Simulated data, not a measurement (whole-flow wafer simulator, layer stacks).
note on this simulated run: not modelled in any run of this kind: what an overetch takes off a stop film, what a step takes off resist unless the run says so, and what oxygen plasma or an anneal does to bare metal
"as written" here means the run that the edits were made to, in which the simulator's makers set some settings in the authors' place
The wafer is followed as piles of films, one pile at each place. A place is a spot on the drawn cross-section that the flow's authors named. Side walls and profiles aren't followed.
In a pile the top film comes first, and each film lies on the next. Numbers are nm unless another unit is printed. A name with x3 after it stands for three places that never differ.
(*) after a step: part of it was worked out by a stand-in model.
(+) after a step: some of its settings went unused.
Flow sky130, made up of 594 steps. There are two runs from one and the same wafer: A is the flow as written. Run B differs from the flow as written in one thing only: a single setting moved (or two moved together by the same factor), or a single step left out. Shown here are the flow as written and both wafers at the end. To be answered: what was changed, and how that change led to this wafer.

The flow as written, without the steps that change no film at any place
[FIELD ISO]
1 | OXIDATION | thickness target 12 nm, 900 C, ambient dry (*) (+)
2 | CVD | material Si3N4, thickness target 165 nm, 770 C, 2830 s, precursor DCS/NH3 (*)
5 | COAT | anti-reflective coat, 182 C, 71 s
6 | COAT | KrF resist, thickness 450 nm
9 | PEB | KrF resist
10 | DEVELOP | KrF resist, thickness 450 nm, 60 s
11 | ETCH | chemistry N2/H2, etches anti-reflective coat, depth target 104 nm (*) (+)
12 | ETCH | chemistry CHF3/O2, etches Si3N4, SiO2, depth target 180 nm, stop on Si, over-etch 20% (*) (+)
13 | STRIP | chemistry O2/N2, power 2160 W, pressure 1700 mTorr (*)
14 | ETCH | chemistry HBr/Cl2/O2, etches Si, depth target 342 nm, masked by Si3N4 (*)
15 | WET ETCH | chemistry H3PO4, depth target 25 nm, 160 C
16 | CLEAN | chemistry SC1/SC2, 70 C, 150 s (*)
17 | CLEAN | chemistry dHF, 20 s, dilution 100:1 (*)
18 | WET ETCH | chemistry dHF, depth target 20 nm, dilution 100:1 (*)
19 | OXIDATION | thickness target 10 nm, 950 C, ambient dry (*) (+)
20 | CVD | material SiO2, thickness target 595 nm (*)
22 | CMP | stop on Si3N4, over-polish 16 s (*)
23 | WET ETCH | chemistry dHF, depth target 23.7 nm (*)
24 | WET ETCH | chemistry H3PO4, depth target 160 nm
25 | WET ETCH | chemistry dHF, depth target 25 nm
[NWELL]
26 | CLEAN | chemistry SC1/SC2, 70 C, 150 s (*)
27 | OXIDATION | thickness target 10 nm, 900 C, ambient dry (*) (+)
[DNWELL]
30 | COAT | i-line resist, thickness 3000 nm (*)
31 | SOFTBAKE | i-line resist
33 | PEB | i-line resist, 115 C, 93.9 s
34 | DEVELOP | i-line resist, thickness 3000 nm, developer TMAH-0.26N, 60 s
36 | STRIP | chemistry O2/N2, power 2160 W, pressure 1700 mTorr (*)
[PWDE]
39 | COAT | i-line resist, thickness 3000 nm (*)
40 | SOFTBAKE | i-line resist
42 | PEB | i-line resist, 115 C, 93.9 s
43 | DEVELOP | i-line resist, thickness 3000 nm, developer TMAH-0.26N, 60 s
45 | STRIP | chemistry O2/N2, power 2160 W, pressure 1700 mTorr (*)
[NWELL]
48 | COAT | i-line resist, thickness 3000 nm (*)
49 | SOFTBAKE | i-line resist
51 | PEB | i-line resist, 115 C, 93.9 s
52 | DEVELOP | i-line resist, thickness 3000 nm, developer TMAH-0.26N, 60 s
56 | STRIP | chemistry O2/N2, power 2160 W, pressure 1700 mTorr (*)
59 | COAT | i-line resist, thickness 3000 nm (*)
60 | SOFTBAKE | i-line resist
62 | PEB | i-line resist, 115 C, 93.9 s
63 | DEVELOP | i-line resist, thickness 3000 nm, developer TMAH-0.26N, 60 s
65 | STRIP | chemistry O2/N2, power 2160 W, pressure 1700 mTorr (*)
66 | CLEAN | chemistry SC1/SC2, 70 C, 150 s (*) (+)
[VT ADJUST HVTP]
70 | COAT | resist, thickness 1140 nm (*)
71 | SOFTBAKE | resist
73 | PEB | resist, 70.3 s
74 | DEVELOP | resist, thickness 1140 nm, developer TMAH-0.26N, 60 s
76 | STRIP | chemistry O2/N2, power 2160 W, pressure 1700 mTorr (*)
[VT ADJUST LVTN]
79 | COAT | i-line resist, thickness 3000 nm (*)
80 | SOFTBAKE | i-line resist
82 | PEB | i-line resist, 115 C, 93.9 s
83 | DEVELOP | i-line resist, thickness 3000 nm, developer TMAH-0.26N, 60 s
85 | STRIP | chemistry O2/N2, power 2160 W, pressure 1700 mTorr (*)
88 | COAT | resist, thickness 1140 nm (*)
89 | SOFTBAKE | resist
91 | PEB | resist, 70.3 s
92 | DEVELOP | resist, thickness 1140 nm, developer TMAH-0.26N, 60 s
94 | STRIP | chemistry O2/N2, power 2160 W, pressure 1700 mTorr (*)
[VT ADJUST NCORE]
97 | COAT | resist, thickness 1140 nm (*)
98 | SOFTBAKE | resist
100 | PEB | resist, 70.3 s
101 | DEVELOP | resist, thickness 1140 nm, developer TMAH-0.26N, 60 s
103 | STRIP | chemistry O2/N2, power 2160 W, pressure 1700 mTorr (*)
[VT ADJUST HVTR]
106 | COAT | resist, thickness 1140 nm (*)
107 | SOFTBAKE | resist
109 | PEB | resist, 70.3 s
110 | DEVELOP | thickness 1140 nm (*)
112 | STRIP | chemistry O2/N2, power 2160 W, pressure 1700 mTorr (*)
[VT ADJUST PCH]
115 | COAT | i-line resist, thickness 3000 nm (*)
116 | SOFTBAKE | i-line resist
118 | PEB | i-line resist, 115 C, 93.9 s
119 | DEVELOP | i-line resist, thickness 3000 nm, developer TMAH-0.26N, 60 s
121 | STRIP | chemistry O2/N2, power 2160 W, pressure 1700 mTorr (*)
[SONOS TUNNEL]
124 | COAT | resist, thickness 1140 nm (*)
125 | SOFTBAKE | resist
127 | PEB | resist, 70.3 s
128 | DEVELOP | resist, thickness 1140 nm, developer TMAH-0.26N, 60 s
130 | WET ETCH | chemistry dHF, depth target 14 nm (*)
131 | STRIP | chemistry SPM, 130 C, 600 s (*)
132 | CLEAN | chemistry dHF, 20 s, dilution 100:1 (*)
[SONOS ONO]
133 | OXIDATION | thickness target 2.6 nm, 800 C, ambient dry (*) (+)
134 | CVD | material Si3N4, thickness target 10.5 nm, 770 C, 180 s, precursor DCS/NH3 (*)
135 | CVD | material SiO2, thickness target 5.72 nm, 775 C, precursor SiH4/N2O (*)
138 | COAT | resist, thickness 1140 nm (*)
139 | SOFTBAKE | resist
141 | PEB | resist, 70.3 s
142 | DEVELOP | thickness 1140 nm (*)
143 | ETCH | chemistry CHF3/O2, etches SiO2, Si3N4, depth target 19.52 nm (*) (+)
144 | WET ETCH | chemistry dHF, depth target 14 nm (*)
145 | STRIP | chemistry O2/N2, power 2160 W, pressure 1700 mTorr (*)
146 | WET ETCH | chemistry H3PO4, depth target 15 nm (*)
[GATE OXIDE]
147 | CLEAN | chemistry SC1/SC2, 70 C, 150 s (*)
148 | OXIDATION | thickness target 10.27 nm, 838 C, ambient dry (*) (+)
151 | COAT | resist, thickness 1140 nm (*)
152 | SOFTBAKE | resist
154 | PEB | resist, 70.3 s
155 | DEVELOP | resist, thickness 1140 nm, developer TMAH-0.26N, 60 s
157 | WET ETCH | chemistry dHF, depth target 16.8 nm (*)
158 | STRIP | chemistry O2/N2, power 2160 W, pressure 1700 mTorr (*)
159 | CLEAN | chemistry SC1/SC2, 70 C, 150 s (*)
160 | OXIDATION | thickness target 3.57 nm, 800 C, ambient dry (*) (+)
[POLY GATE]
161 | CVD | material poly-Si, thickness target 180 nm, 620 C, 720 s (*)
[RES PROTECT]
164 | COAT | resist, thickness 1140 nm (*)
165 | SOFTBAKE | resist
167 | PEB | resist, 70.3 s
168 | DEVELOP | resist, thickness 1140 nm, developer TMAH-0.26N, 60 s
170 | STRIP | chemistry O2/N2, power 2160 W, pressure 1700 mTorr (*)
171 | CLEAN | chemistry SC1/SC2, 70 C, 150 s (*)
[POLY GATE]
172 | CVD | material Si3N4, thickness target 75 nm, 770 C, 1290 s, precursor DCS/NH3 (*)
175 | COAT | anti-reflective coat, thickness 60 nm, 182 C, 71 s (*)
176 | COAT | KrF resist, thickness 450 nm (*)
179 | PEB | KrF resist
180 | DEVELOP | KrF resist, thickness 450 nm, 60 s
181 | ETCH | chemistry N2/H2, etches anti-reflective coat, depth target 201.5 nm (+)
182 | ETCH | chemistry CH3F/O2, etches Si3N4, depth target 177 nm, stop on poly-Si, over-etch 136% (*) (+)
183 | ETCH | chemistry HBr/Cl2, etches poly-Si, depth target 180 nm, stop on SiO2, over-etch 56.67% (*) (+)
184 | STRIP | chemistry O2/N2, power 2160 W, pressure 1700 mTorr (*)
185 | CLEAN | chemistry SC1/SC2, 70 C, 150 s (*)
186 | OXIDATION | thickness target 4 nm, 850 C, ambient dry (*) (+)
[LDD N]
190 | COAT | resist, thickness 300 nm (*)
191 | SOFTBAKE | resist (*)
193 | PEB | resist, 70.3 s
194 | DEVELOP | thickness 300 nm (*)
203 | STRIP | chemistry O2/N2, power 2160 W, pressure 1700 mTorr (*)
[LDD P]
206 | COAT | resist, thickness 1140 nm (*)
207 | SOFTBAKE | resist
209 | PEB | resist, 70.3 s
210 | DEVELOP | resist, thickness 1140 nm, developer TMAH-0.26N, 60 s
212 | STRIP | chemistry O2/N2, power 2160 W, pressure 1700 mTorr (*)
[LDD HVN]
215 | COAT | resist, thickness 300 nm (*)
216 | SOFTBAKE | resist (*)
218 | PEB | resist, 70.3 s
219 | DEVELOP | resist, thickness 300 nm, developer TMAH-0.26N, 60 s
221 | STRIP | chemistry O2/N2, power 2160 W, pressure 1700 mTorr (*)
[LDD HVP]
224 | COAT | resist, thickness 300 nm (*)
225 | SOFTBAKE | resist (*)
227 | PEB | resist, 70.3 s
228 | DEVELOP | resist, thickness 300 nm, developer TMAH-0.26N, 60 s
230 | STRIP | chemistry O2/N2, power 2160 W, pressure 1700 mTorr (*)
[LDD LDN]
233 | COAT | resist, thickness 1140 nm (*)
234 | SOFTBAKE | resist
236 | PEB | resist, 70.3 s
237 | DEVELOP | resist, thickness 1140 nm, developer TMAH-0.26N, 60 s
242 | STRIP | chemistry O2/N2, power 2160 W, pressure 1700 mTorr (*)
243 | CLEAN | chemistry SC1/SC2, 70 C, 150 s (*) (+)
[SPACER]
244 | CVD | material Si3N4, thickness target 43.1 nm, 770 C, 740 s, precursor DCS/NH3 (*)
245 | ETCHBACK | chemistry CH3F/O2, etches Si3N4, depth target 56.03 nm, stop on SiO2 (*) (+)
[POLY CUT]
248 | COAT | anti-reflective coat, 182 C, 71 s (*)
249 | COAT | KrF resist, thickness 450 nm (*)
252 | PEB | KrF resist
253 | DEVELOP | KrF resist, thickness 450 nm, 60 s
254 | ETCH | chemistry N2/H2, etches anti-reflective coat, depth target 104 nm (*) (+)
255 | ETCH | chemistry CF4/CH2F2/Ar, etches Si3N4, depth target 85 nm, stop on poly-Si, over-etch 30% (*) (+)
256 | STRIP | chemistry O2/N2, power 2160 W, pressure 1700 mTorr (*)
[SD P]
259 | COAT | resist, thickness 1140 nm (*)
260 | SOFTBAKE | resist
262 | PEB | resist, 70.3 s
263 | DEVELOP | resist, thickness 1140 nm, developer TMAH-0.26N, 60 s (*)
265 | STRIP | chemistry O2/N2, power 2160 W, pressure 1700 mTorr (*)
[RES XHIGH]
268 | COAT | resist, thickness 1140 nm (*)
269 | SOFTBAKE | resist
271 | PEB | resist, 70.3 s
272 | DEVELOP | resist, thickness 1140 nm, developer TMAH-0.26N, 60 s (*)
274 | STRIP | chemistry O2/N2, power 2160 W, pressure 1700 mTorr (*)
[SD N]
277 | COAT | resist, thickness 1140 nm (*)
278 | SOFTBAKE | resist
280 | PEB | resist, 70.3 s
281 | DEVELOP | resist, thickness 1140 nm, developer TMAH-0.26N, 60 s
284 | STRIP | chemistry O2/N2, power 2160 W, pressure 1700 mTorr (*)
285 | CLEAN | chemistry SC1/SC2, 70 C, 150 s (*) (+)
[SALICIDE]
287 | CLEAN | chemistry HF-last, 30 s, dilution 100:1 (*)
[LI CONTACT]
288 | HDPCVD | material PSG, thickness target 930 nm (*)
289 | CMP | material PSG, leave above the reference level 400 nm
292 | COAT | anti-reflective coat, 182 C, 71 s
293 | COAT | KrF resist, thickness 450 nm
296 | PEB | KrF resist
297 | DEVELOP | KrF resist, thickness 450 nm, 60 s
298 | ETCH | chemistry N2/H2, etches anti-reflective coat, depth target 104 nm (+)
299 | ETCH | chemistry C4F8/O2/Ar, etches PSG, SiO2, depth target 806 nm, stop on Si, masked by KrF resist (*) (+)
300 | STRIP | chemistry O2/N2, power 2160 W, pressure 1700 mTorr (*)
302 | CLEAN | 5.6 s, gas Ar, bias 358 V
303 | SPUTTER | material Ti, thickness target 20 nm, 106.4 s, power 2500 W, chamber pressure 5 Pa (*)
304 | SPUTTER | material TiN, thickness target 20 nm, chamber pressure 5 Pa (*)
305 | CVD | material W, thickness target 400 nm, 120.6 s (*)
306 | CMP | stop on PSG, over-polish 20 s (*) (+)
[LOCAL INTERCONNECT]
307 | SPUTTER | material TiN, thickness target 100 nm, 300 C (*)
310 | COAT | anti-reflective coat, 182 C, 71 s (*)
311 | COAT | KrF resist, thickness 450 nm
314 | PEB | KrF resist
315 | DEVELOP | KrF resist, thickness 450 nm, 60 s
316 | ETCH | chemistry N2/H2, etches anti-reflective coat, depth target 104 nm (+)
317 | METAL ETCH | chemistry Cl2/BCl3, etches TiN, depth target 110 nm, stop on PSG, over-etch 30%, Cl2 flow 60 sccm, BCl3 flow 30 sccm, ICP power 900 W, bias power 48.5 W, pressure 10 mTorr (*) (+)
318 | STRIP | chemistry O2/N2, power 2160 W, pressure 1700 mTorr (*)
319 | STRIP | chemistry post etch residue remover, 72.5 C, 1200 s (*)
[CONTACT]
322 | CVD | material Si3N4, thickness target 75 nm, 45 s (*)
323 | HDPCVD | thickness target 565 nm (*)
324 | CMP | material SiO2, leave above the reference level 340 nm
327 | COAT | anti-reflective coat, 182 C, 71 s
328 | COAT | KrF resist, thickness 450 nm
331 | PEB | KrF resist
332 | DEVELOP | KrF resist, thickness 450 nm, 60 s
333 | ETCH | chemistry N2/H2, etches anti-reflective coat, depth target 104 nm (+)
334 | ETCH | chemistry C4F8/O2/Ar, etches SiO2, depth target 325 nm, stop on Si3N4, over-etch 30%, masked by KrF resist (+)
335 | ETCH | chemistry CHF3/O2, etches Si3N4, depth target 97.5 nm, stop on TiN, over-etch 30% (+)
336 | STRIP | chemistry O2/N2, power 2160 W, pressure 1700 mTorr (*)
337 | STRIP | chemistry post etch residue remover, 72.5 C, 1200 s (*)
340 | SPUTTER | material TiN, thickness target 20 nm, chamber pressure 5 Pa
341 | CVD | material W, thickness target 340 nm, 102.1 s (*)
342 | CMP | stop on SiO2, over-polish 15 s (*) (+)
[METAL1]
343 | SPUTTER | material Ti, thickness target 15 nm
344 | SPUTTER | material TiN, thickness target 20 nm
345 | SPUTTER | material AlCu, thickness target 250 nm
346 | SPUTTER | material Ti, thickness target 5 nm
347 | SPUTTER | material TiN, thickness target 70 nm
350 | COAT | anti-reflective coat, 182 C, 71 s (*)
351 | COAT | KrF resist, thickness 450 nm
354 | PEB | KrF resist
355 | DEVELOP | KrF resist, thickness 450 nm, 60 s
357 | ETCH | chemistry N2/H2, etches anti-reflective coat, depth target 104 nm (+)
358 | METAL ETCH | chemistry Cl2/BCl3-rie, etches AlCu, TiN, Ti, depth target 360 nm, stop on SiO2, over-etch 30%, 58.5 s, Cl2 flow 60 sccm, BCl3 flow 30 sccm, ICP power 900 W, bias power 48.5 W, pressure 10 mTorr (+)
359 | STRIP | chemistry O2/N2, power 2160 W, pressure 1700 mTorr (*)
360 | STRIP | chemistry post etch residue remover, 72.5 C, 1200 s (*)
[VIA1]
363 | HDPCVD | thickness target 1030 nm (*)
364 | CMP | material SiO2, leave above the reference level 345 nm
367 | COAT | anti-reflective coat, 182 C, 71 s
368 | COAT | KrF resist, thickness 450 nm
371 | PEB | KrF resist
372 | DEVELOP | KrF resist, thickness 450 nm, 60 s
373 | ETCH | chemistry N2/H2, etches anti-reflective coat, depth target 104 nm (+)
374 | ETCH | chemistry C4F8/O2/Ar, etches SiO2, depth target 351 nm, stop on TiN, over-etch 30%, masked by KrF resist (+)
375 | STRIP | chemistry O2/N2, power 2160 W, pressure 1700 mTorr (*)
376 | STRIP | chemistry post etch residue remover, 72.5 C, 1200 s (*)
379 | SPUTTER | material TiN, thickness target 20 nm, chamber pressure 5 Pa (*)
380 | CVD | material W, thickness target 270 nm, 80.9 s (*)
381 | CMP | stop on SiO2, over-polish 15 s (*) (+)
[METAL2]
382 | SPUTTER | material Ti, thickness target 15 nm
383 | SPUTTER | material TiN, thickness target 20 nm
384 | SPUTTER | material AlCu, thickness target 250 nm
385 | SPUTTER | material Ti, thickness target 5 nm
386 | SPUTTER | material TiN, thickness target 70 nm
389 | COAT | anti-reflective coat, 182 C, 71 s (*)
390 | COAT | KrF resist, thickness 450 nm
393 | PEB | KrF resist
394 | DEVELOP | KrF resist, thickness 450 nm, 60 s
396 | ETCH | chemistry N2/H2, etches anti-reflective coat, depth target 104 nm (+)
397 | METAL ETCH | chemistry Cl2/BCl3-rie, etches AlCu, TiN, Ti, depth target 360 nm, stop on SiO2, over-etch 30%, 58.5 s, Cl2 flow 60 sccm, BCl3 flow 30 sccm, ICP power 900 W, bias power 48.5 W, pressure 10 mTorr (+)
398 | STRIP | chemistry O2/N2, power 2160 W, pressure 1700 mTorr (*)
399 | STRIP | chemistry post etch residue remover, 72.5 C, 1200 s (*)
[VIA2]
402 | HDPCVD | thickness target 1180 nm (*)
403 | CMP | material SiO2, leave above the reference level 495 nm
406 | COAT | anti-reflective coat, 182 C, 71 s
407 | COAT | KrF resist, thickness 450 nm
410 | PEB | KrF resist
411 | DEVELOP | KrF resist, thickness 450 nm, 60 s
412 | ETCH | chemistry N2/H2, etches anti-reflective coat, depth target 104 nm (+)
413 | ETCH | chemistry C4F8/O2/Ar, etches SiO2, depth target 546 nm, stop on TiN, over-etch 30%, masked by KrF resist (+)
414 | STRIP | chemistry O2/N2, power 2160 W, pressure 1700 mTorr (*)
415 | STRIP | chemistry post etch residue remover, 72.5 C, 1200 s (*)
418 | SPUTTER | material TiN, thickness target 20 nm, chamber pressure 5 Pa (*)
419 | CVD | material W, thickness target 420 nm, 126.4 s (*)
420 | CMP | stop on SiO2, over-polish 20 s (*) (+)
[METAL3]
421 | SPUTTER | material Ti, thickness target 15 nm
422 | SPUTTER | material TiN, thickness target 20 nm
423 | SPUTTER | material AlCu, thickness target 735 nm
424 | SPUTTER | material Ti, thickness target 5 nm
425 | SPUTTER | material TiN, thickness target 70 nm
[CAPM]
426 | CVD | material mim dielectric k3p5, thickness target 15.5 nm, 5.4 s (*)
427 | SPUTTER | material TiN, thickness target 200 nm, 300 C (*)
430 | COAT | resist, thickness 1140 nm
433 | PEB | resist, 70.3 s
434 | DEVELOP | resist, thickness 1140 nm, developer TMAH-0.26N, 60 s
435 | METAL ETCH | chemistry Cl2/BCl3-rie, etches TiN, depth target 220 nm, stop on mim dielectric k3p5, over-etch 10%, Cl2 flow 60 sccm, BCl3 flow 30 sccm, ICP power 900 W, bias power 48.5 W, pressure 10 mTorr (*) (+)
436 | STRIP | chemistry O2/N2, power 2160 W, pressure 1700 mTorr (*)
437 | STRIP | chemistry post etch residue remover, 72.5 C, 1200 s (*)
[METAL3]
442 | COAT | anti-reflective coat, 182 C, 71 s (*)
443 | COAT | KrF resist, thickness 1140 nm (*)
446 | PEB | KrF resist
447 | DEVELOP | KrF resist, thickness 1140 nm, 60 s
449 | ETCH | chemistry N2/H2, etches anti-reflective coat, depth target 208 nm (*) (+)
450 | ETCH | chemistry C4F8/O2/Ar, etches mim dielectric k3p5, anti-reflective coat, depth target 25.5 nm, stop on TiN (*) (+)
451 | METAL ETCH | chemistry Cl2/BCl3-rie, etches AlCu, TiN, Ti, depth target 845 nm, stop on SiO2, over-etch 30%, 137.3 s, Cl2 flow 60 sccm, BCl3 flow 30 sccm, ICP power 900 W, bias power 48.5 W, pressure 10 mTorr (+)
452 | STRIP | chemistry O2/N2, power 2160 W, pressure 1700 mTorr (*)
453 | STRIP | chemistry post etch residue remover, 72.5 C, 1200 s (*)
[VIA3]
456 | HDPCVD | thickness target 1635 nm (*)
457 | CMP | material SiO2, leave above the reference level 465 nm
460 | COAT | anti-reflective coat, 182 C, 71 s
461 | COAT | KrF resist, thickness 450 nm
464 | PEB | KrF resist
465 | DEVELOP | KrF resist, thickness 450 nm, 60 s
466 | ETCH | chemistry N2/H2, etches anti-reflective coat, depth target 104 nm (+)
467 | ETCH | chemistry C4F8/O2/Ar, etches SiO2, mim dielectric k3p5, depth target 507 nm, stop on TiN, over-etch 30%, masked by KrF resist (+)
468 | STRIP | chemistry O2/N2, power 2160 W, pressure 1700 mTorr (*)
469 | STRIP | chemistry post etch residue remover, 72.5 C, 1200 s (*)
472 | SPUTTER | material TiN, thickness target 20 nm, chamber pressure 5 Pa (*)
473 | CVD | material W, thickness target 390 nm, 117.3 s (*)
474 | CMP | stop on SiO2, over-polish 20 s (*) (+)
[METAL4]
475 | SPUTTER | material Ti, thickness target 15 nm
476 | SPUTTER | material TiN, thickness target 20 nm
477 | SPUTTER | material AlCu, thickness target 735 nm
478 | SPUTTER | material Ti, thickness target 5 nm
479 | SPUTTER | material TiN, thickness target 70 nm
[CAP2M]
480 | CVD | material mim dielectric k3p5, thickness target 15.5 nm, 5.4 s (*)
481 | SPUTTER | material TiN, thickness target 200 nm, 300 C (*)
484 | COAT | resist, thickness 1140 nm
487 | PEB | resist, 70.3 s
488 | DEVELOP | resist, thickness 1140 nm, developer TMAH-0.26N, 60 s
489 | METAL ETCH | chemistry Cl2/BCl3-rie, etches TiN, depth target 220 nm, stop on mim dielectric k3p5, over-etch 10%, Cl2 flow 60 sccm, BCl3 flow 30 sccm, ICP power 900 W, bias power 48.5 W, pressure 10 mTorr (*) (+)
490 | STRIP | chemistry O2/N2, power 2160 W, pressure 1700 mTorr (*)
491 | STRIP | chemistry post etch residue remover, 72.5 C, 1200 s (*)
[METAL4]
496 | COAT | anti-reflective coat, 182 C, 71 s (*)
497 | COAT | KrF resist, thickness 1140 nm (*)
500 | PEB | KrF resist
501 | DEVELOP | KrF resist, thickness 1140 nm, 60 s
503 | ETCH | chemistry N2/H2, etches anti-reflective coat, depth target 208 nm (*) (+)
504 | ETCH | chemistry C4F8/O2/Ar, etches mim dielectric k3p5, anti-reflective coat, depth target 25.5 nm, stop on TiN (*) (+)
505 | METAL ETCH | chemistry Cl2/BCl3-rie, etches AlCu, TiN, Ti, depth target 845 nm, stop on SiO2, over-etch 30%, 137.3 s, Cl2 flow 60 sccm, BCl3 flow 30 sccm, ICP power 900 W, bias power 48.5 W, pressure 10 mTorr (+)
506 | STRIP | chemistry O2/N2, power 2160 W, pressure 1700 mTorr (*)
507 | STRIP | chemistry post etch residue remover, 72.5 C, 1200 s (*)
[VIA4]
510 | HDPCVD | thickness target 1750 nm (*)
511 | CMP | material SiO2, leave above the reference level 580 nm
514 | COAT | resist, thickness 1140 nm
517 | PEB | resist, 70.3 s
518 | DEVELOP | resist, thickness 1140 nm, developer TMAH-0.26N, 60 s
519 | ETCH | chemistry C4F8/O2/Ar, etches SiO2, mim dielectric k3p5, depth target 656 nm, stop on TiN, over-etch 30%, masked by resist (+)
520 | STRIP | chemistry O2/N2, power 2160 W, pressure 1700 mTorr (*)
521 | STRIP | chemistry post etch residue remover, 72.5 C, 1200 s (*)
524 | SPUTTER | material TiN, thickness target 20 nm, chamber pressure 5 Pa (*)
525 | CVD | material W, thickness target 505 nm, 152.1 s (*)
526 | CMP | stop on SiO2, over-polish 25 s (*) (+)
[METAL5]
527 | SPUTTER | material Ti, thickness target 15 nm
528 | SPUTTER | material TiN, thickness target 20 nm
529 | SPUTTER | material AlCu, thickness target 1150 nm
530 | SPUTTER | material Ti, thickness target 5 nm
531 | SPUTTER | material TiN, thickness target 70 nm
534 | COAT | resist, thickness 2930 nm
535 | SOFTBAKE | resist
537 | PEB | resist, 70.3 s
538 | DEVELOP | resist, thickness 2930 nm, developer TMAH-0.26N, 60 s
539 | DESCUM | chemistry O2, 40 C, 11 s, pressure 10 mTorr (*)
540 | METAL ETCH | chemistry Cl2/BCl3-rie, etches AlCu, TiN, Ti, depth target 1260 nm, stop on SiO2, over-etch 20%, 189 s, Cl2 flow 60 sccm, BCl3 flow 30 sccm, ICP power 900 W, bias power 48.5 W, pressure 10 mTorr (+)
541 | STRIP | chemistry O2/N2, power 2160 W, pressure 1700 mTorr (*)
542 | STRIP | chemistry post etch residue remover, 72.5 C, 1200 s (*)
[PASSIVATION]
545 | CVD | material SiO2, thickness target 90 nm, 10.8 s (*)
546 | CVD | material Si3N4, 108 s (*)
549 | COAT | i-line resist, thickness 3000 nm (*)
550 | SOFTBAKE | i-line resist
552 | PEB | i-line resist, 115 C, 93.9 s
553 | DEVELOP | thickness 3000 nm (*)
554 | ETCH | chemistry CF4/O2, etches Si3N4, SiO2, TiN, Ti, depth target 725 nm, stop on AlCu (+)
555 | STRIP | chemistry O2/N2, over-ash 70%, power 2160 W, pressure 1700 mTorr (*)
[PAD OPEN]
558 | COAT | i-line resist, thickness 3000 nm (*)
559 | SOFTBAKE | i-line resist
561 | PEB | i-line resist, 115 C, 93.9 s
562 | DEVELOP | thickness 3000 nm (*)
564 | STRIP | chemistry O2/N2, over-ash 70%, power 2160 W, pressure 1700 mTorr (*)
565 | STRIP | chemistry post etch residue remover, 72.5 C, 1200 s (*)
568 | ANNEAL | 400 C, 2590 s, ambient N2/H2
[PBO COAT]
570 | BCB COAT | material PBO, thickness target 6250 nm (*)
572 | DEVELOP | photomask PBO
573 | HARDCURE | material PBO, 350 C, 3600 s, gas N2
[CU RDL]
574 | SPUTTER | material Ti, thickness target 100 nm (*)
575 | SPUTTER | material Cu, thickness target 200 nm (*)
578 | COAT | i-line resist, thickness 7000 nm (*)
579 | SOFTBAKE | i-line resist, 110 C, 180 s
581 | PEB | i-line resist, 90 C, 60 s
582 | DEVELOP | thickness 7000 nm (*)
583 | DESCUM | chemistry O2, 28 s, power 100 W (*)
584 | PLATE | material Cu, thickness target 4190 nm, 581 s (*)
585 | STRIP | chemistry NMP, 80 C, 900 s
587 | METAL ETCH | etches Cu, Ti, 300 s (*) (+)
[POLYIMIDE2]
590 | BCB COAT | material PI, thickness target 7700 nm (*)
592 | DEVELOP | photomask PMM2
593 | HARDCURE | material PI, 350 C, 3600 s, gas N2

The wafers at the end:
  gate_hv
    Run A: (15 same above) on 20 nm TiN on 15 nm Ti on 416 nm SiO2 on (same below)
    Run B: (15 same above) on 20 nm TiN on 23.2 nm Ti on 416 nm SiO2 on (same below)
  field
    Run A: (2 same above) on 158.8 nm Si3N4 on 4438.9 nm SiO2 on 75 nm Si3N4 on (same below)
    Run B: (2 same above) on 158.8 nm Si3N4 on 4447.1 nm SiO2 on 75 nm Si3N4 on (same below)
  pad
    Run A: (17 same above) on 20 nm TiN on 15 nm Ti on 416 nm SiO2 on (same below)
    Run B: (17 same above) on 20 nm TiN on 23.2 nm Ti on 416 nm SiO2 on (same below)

What caused this: step 421, SPUTTER: thickness target 23.2 nm was run, while the flow as written has thickness target 15 nm.
The wafer lets one read it off: gate_hv has Ti 23.2, and step 421 as written asks for 15 nm.

The path from the change to this, step by step:
  421 | SPUTTER | material Ti, thickness target 15 nm
      field, active, n_well and 188 more: A +15 Ti (new film) | B +23.2 Ti (new film)
  451 | METAL ETCH | chemistry Cl2/BCl3-rie, etches AlCu, TiN, Ti, depth target 845 nm, stop on SiO2, over-etch 30%, 137.3 s, Cl2 flow 60 sccm, BCl3 flow 30 sccm, ICP power 900 W, bias power 48.5 W, pressure 10 mTorr (+)
      field, gate, spacer and 68 more: A -70 TiN (all of it), -5 Ti (all of it), -735 AlCu (all of it), -20 TiN (all of it), -15 Ti (all of it), -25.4 SiO2 | B -70 TiN (all of it), -5 Ti (all of it), -735 AlCu (all of it), -20 TiN (all of it), -23.2 Ti (all of it), -24.5 SiO2
      active, vpp_ln, vpp_iso2 and 11 more: A -70 TiN (all of it), -5 Ti (all of it), -735 AlCu (all of it), -20 TiN (all of it), -15 Ti (all of it), -25.3 SiO2 | B -70 TiN (all of it), -5 Ti (all of it), -735 AlCu (all of it), -20 TiN (all of it), -23.2 Ti (all of it), -24.5 SiO2
